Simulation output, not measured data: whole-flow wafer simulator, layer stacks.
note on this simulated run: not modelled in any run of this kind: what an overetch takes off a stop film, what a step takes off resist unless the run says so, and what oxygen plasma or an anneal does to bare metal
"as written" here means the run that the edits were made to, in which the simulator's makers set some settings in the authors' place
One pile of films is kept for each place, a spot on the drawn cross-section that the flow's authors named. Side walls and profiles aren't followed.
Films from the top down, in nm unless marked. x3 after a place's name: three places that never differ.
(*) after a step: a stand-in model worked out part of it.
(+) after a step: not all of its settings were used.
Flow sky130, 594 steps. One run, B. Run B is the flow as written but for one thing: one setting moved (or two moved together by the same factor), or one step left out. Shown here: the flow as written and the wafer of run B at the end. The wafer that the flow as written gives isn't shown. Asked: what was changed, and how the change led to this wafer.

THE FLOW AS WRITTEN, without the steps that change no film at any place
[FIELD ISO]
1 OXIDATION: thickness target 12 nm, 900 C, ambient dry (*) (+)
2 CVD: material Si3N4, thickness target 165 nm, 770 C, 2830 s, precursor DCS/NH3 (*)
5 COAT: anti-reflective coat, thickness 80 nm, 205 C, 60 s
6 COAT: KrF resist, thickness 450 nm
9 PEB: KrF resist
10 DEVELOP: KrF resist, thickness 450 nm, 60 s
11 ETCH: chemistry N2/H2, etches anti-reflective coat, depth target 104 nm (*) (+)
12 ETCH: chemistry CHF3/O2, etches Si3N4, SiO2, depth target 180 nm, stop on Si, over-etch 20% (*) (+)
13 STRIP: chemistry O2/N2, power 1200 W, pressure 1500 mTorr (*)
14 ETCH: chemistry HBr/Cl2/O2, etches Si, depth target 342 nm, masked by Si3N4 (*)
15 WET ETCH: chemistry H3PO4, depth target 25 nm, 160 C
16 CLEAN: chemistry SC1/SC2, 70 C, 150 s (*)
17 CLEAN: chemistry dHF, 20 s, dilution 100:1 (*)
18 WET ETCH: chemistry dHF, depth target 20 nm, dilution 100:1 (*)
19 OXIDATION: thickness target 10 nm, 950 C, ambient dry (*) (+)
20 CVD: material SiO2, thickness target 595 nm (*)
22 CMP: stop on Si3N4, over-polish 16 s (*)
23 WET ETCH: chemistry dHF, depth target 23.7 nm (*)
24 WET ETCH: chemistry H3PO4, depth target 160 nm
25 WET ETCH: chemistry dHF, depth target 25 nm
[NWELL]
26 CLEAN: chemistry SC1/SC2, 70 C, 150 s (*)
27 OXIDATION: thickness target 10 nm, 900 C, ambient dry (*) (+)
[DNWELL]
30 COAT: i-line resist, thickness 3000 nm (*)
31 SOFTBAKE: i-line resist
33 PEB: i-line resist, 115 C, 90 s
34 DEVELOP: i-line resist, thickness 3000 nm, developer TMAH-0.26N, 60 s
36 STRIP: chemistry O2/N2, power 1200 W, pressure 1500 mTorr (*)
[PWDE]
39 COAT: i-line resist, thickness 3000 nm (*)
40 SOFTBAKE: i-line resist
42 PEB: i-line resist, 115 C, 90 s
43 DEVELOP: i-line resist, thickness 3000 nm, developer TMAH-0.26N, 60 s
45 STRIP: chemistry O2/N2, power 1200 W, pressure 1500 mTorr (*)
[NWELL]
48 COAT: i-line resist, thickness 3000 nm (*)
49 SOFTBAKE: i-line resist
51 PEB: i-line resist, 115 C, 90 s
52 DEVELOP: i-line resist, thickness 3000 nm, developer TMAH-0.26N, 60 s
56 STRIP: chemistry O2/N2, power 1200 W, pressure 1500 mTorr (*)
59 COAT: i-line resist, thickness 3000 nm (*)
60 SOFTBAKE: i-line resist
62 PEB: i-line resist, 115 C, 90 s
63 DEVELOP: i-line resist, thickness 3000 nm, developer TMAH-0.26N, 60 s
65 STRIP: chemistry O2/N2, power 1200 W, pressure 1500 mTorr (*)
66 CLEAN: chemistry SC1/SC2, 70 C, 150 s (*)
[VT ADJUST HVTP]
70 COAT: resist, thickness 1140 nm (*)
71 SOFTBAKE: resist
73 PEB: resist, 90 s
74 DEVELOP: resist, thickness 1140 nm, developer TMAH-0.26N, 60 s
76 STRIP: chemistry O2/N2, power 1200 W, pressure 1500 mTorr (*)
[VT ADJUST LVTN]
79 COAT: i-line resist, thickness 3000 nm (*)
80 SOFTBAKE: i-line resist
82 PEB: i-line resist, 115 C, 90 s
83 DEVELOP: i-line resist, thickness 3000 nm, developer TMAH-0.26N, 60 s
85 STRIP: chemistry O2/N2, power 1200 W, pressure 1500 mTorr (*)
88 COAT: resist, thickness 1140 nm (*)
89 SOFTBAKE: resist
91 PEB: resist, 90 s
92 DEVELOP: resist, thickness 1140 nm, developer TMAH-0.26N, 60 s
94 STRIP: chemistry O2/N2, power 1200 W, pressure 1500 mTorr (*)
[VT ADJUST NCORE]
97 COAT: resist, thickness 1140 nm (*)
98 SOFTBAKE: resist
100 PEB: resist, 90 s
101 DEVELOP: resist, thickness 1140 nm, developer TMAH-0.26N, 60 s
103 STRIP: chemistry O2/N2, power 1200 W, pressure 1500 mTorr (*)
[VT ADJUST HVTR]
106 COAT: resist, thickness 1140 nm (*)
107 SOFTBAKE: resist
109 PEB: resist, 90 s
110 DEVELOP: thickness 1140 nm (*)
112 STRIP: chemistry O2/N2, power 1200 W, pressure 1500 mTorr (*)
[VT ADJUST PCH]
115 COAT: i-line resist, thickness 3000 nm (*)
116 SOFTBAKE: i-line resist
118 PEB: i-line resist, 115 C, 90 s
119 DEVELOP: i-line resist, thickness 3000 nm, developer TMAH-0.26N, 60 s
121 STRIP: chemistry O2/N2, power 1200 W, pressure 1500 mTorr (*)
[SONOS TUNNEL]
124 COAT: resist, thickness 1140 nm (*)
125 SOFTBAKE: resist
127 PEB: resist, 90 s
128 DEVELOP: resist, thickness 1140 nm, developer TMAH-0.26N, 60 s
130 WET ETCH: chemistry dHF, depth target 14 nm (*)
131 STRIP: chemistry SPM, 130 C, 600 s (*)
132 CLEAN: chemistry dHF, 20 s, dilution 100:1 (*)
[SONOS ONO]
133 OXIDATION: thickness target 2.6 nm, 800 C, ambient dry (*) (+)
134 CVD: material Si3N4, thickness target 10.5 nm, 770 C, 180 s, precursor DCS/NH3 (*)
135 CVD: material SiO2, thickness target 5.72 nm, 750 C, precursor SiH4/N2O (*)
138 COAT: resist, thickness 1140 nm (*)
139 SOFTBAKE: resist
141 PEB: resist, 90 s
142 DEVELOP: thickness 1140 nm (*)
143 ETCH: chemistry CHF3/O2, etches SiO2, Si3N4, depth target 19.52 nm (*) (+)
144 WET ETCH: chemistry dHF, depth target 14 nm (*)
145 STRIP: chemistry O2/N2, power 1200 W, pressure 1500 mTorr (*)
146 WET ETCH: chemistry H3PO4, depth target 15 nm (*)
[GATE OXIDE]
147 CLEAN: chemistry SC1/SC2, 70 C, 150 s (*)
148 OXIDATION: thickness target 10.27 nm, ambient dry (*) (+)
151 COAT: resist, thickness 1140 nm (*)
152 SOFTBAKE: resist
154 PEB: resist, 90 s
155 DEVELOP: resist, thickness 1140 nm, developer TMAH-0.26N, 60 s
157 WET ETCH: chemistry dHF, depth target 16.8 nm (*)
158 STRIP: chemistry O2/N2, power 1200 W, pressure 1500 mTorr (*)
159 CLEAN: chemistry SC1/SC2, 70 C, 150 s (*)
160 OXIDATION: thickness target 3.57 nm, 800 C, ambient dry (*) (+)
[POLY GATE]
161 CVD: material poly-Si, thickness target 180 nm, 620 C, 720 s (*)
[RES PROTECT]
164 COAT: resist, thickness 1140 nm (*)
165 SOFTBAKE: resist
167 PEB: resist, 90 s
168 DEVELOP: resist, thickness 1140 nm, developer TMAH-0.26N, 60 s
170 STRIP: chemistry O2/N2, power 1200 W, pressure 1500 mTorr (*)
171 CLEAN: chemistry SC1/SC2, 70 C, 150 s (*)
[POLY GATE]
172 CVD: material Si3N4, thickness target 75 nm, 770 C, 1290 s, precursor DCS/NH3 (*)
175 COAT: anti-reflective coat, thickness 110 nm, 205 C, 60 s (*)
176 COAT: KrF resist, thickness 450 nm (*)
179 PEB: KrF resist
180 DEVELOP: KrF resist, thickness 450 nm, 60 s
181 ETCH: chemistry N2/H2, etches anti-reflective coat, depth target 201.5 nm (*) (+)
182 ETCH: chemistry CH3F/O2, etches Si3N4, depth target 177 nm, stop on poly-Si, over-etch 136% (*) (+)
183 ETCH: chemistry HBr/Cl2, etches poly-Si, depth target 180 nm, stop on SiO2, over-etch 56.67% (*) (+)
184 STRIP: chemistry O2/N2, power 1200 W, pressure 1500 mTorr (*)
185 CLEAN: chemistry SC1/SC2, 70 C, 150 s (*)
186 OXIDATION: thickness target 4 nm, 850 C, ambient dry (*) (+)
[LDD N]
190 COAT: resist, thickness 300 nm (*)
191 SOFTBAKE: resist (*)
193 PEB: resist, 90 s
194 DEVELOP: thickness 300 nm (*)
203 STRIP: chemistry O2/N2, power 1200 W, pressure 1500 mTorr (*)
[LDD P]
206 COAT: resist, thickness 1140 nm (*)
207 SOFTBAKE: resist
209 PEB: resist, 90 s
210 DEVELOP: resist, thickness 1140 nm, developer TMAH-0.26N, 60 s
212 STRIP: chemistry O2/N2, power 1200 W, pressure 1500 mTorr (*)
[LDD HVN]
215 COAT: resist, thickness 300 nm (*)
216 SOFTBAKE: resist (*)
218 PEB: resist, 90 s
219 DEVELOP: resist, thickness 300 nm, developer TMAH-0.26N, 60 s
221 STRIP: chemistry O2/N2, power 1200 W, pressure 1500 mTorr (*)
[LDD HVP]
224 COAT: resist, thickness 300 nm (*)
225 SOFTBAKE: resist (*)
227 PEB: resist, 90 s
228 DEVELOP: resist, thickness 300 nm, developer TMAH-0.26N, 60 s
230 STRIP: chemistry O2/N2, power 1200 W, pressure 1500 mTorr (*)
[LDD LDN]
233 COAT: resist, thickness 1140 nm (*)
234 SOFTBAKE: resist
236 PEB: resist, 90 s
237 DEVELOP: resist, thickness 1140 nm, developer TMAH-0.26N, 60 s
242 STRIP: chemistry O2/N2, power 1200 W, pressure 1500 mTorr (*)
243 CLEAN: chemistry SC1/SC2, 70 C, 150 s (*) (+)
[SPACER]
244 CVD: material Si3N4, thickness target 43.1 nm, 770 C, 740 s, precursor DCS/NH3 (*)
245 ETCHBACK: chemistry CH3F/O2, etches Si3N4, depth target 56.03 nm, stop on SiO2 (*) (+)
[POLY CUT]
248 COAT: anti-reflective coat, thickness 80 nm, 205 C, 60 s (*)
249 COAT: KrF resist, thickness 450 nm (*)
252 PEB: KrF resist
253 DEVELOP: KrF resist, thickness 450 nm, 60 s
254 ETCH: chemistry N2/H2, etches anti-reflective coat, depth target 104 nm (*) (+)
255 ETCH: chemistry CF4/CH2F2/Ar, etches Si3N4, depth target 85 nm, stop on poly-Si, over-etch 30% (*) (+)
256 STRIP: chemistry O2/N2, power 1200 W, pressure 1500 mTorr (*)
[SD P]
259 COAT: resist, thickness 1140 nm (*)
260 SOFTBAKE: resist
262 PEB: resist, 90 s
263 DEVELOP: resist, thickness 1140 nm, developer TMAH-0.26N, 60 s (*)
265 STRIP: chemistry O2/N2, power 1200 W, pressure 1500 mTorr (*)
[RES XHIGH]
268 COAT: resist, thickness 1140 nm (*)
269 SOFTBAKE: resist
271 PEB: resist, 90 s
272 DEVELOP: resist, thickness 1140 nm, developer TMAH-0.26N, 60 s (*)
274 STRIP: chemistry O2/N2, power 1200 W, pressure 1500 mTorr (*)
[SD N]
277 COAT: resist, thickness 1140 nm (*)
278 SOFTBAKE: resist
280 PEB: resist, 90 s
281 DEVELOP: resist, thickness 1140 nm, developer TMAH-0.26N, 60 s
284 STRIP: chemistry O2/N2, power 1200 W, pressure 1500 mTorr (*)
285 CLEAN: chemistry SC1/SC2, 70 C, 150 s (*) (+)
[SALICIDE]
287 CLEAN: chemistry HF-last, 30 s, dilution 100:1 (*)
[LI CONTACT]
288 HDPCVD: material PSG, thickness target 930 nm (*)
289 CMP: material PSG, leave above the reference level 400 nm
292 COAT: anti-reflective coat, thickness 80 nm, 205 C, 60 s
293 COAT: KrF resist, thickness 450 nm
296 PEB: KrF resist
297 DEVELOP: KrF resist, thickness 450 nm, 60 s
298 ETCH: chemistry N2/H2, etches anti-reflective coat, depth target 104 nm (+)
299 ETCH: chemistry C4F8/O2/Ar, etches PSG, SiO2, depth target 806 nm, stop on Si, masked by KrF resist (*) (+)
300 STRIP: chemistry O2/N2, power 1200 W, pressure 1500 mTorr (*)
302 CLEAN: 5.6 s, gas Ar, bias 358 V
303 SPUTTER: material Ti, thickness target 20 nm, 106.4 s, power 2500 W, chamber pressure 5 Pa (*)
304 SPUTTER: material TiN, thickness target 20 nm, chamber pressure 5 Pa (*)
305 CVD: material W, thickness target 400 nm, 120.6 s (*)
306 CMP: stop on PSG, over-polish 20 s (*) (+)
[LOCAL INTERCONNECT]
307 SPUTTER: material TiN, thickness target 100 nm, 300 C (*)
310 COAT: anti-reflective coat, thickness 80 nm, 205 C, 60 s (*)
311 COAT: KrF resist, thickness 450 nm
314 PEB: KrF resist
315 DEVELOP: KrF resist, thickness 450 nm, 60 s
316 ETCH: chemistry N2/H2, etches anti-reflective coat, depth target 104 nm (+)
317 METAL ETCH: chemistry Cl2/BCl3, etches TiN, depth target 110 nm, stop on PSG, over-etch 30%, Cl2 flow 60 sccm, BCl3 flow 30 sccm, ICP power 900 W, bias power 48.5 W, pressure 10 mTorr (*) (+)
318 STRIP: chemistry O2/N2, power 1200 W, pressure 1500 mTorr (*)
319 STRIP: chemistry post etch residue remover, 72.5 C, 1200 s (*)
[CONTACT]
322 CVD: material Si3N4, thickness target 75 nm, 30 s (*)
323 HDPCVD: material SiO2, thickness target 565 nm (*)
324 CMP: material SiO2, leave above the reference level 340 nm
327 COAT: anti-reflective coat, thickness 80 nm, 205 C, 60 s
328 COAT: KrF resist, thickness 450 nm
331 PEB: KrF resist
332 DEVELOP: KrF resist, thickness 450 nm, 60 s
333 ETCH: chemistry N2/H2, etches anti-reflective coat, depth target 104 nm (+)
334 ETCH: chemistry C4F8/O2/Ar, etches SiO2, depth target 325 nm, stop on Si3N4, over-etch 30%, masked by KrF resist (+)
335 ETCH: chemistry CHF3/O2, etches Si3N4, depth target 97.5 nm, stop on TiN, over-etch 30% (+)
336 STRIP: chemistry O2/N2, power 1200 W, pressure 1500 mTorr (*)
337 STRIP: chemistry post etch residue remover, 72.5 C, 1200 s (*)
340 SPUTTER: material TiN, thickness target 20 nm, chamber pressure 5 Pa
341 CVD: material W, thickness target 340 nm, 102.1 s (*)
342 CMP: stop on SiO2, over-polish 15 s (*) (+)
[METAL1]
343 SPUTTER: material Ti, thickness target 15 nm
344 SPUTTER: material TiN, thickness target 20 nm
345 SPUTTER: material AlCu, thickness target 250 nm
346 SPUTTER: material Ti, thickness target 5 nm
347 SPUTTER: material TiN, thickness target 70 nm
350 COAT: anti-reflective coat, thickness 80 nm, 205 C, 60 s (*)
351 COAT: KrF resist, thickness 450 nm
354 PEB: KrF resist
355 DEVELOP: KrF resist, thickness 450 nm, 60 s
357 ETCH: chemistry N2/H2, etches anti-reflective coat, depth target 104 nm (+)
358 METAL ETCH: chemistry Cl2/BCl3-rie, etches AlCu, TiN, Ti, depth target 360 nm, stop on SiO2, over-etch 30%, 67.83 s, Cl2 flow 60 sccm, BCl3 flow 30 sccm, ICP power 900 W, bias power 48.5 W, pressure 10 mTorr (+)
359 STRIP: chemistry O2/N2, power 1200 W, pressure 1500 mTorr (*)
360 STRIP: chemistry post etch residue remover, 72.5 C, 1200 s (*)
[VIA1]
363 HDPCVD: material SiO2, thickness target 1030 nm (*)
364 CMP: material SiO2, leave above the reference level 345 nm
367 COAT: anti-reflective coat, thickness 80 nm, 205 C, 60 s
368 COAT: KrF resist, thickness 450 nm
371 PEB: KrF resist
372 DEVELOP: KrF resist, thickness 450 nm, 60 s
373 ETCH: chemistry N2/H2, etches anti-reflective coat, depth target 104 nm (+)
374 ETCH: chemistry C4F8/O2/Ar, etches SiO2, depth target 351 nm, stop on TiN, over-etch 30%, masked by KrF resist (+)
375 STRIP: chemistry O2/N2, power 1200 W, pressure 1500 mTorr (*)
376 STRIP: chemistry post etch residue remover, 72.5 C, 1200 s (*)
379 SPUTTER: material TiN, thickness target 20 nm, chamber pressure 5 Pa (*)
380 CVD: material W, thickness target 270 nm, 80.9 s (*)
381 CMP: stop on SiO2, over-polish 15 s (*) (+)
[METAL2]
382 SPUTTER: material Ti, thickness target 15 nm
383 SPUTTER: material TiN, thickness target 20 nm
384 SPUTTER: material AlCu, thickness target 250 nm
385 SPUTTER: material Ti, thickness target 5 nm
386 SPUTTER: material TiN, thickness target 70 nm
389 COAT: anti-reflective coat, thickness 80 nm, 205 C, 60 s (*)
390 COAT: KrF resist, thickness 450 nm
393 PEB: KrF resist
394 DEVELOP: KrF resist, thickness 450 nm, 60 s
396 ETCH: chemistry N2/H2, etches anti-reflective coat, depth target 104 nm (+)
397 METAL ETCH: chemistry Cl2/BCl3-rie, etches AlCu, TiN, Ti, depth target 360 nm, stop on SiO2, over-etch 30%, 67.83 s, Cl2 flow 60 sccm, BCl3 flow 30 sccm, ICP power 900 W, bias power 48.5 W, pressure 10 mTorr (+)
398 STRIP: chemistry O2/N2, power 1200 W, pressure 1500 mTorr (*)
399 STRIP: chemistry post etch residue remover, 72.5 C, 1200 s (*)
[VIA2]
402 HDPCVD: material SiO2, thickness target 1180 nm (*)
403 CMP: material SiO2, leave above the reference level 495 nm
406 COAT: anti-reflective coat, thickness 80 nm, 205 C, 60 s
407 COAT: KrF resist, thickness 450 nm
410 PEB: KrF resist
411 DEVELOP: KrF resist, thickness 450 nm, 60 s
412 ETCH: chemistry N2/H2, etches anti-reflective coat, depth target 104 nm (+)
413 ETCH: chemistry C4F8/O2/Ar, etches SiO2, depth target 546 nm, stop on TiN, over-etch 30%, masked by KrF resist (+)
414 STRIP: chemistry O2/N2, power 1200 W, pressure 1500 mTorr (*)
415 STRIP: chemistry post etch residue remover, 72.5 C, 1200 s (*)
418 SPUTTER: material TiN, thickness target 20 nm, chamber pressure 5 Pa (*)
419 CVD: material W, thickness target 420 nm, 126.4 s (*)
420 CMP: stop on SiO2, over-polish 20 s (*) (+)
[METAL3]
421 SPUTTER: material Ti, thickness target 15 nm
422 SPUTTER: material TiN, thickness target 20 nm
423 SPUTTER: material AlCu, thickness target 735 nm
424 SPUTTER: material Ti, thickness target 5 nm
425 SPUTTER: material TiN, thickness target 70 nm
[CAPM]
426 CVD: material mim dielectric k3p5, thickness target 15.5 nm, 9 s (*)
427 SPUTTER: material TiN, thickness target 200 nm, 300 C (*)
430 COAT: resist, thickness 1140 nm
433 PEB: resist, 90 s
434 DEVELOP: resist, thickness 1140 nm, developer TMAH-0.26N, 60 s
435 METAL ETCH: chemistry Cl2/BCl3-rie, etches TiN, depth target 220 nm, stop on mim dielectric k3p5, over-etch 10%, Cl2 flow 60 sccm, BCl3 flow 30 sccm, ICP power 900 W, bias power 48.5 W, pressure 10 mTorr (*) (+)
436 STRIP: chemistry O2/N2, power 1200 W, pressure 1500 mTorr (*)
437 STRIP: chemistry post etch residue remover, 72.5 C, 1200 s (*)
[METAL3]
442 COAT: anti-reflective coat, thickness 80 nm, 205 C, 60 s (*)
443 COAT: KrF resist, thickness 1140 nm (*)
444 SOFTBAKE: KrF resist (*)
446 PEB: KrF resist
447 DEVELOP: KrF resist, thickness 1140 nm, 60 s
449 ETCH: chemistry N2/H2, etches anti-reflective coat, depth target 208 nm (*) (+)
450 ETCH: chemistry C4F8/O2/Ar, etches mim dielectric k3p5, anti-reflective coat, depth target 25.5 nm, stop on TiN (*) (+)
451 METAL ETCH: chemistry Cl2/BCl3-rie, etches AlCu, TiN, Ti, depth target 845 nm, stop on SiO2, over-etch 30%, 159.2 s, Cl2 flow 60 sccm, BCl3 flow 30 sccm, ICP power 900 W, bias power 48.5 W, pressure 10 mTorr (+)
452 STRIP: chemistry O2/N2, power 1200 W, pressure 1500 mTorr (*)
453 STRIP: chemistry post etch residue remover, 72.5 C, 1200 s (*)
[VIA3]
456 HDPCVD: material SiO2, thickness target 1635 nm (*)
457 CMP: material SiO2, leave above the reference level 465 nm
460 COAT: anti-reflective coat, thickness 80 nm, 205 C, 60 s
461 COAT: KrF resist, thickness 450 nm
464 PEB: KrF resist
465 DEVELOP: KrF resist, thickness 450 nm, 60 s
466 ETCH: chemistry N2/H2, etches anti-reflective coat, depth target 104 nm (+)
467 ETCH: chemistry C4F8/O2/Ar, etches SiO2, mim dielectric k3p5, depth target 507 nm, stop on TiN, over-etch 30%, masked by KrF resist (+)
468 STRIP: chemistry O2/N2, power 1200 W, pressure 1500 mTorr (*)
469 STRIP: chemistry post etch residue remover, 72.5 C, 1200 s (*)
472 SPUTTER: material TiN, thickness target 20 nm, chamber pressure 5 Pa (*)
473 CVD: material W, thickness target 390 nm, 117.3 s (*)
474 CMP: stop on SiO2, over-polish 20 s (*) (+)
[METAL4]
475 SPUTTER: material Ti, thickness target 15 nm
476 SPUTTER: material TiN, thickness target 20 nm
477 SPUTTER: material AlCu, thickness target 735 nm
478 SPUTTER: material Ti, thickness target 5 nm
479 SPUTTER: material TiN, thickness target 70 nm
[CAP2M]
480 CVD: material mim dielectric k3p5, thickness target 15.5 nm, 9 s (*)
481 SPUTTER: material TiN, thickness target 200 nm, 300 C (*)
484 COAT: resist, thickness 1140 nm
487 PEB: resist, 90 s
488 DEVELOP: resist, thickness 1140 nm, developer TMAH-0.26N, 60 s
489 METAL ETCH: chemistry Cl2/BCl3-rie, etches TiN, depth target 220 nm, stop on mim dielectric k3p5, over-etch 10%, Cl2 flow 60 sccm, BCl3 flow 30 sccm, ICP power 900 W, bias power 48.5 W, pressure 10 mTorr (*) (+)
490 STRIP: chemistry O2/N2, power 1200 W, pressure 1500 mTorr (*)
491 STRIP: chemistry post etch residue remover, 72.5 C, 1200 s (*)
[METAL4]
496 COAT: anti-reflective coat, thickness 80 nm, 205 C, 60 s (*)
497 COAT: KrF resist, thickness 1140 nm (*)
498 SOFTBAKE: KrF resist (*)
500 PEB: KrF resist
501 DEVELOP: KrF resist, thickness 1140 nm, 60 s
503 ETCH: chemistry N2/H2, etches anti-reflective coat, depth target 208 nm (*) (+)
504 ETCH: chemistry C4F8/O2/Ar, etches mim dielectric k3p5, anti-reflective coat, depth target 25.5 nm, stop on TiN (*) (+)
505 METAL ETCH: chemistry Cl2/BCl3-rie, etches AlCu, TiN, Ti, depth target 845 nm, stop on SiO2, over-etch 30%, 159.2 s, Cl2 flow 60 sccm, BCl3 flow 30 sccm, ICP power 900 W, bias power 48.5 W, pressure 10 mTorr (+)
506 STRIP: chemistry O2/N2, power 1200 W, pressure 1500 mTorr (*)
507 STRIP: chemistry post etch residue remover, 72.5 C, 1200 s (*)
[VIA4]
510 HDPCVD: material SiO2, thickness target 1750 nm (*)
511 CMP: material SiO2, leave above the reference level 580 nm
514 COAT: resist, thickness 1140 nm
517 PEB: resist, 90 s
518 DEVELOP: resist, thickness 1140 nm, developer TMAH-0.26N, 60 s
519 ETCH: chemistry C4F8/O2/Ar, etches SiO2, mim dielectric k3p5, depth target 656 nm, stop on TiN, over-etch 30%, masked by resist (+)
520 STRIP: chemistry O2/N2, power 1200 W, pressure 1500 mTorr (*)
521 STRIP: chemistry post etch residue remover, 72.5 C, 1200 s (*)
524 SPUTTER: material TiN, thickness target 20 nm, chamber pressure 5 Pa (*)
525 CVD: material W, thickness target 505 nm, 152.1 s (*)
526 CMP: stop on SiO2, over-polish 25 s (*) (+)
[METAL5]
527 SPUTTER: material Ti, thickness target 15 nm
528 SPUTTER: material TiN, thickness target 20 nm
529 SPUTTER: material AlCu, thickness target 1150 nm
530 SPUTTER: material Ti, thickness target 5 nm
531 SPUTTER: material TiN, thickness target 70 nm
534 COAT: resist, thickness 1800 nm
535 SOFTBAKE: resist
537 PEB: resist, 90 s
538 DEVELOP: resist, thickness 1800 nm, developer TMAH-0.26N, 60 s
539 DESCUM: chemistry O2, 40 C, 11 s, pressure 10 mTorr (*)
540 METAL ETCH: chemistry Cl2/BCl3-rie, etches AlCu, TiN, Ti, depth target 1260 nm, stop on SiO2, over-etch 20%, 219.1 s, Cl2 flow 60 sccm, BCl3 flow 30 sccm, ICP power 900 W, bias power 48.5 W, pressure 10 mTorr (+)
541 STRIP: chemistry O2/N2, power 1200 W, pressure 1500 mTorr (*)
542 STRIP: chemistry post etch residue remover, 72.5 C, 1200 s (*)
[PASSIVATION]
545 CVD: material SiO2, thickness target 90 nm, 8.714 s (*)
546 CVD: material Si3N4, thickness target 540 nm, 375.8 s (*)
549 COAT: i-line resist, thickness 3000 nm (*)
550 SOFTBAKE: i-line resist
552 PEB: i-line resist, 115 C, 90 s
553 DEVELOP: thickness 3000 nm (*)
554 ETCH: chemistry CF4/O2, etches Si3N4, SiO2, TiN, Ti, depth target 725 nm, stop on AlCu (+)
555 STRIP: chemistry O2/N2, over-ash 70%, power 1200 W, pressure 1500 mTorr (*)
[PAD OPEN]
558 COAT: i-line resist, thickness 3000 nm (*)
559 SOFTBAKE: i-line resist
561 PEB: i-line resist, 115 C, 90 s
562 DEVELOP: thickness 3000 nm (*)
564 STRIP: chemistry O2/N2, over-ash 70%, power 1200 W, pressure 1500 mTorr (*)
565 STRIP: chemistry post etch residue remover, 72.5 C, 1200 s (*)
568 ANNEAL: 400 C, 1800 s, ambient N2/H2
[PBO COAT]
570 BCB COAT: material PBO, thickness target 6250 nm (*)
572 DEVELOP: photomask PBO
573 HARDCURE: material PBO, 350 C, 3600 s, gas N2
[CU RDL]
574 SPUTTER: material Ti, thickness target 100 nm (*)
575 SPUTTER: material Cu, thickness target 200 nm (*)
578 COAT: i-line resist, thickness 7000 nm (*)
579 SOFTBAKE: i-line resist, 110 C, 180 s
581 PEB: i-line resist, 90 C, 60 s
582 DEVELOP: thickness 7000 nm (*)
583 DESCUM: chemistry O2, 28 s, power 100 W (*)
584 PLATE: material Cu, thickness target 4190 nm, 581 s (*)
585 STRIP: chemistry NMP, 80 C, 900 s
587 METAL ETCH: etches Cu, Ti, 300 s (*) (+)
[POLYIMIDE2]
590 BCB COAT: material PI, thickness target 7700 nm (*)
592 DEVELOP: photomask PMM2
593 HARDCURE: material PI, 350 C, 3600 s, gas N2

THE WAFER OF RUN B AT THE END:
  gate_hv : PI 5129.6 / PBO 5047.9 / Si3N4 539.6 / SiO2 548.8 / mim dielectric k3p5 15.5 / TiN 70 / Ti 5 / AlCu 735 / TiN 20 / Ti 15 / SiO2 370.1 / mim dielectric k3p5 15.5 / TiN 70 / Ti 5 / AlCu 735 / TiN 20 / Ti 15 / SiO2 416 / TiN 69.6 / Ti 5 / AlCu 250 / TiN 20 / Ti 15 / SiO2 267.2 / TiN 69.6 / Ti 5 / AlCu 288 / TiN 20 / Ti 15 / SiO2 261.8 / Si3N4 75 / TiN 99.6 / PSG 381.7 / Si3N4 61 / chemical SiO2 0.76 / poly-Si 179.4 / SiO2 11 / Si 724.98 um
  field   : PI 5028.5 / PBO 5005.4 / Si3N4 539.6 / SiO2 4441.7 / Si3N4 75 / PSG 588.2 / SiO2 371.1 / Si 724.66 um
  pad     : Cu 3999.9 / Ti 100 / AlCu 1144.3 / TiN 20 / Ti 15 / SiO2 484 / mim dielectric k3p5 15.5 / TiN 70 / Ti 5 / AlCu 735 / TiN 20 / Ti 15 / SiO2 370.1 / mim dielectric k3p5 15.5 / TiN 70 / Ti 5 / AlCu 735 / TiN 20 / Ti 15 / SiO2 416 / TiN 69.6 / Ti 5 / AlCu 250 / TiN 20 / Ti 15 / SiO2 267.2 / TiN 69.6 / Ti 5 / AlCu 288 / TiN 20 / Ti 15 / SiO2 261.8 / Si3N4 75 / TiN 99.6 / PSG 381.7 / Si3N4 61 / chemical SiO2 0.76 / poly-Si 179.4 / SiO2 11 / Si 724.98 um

The cause: step 345, SPUTTER: thickness target 288 nm was run, where the flow has thickness target 250 nm.
It can be read off the wafer: gate_hv has AlCu 288, and step 345 as written asks for 250 nm.

How the change led to this, step by step:
  345 SPUTTER: material AlCu, thickness target 250 nm
      field, active, n_well and 188 more: AlCu +288 (new film) (as written it would be: AlCu +250 (new film))
  358 METAL ETCH: chemistry Cl2/BCl3-rie, etches AlCu, TiN, Ti, depth target 360 nm, stop on SiO2, over-etch 30%, 67.83 s, Cl2 flow 60 sccm, BCl3 flow 30 sccm, ICP power 900 W, bias power 48.5 W, pressure 10 mTorr (+)
      field, active, gate and 81 more: TiN -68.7 (all of it), Ti -5 (all of it), AlCu -288 (all of it), TiN -20 (all of it), Ti -15 (all of it), SiO2 -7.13 (as written it would be: TiN -68.7 (all of it), Ti -5 (all of it), AlCu -250 (all of it), TiN -20 (all of it), Ti -15 (all of it), SiO2 -10.9)
  364 CMP: material SiO2, leave above the reference level 345 nm
      field, active, gate and 81 more: SiO2 -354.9 (as written it would be: SiO2 -389.1)
